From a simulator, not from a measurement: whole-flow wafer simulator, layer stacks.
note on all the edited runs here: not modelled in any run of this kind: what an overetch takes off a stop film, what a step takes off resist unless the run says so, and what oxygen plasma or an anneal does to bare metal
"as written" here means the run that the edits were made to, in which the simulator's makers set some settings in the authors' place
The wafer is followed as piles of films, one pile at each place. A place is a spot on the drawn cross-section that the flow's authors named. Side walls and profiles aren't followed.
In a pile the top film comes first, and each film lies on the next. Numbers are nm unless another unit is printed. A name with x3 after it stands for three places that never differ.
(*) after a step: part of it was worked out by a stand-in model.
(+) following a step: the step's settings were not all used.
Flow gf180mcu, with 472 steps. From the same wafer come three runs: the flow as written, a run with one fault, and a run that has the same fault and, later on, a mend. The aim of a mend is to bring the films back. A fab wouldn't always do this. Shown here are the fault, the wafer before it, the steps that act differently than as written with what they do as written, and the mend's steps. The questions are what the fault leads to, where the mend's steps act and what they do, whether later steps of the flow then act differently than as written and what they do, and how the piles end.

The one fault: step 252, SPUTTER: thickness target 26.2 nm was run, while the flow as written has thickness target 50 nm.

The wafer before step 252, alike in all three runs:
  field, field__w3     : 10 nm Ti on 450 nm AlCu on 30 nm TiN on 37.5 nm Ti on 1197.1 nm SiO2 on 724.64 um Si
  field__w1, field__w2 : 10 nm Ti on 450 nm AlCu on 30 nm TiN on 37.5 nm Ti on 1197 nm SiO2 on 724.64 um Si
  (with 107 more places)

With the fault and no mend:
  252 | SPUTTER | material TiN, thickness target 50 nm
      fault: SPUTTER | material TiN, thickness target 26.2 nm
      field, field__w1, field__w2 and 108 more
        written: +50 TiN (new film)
        fault: +26.2 TiN (new film)
  Steps further on in the flow that do not act as written (2 more steps, not shown, differ only slightly: by at most 2% or 0.5 nm, whichever is larger):
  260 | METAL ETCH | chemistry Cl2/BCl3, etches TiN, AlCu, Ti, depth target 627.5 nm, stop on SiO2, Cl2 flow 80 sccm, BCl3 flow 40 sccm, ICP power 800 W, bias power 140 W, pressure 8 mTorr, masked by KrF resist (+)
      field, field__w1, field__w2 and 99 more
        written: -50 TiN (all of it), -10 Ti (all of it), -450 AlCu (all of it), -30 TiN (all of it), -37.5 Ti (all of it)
        fault: -26.2 TiN (all of it), -10 Ti (all of it), -450 AlCu (all of it), -30 TiN (all of it), -37.5 Ti (all of it)
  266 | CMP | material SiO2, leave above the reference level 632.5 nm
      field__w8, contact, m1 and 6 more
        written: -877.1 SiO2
        fault: -853.3 SiO2
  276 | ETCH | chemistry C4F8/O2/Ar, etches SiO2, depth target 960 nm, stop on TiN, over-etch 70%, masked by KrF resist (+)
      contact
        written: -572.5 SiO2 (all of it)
        fault: -596.3 SiO2 (all of it)
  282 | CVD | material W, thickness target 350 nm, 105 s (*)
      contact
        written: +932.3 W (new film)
        fault: +956.3 W (new film)
  The piles end different from the flow's at field__w8, contact, m1 and 6 more by more than 2% or 0.5 nm, whichever is larger.
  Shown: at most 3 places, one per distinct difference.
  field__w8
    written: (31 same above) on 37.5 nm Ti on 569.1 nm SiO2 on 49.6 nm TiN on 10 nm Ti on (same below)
    fault: (31 same above) on 37.5 nm Ti on 592.9 nm SiO2 on 25.8 nm TiN on 10 nm Ti on (same below)
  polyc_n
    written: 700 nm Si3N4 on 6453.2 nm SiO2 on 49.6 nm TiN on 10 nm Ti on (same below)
    fault: 700 nm Si3N4 on 6477 nm SiO2 on 25.8 nm TiN on 10 nm Ti on (same below)
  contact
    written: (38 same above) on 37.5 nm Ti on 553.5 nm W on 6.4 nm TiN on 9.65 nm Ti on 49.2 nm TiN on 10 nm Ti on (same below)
    fault: (38 same above) on 37.5 nm Ti on 577.5 nm W on 6.31 nm TiN on 9.52 nm Ti on 25.4 nm TiN on 10 nm Ti on (same below)

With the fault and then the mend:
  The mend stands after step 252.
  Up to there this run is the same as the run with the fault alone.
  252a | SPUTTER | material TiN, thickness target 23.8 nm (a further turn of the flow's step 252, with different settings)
      field, field__w1, field__w2 and 108 more
        +23.8 TiN
  Later steps of the flow that are run all act as written at every place that is followed.
  By the end, the piles equal the flow's at every place that both follow.
